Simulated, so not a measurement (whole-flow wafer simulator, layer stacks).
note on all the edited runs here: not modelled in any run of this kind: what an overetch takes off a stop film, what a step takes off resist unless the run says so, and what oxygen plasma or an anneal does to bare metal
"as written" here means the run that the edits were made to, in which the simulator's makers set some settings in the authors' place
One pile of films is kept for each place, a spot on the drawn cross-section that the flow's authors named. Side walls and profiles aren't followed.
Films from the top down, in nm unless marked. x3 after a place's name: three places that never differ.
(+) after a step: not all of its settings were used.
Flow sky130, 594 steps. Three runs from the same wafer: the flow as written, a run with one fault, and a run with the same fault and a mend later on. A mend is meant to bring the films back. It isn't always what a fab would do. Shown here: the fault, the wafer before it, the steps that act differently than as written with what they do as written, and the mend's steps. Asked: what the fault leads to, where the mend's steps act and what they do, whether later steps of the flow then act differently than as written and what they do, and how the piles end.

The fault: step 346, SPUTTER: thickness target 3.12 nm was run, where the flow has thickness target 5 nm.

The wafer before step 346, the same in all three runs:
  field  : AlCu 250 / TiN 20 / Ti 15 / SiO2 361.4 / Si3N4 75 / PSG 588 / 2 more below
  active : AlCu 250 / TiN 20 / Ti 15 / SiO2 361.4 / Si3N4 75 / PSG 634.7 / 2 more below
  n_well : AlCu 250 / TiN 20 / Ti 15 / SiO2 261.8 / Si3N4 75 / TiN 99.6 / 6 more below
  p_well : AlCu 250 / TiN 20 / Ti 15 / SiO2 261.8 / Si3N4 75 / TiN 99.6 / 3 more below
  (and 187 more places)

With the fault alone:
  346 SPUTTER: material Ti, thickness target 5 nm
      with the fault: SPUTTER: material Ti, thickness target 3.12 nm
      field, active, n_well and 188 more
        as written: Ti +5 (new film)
        with the fault: Ti +3.12 (new film)
  Later steps of the flow that act differently than as written (12 more steps differ only slightly, by at most 2% or 0.5 nm, whichever is larger, and aren't shown):
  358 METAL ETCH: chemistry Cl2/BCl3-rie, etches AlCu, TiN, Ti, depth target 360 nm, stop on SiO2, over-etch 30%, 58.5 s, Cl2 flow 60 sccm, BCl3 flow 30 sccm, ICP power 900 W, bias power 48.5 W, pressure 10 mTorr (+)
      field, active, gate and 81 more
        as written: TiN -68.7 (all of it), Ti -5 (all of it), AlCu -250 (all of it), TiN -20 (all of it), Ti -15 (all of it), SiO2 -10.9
        with the fault: TiN -68.7 (all of it), Ti -3.12 (all of it), AlCu -250 (all of it), TiN -20 (all of it), Ti -15 (all of it), SiO2 -11.1
  At the end the piles differ from the flow's by more than 2% or 0.5 nm, whichever is larger, at n_well, p_well, gate_hv and 104 more.
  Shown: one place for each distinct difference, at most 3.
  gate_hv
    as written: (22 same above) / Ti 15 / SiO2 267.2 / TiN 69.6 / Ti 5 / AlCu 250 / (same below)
    with the fault: (22 same above) / Ti 15 / SiO2 269.1 / TiN 69.6 / Ti 3.12 / AlCu 250 / (same below)
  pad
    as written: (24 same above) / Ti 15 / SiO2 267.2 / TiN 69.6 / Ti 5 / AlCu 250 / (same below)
    with the fault: (24 same above) / Ti 15 / SiO2 269.1 / TiN 69.6 / Ti 3.12 / AlCu 250 / (same below)
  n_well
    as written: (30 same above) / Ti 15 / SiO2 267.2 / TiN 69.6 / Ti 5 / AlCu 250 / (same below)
    with the fault: (30 same above) / Ti 15 / SiO2 269.1 / TiN 69.6 / Ti 3.12 / AlCu 250 / (same below)

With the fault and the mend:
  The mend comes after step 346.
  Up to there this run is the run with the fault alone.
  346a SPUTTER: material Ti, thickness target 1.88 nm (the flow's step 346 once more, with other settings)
      field, active, n_well and 188 more
        Ti +1.88
  No later step of the flow acts differently than as written at any place that is followed.
  At the end the piles are the same as the flow's at every place that both follow.
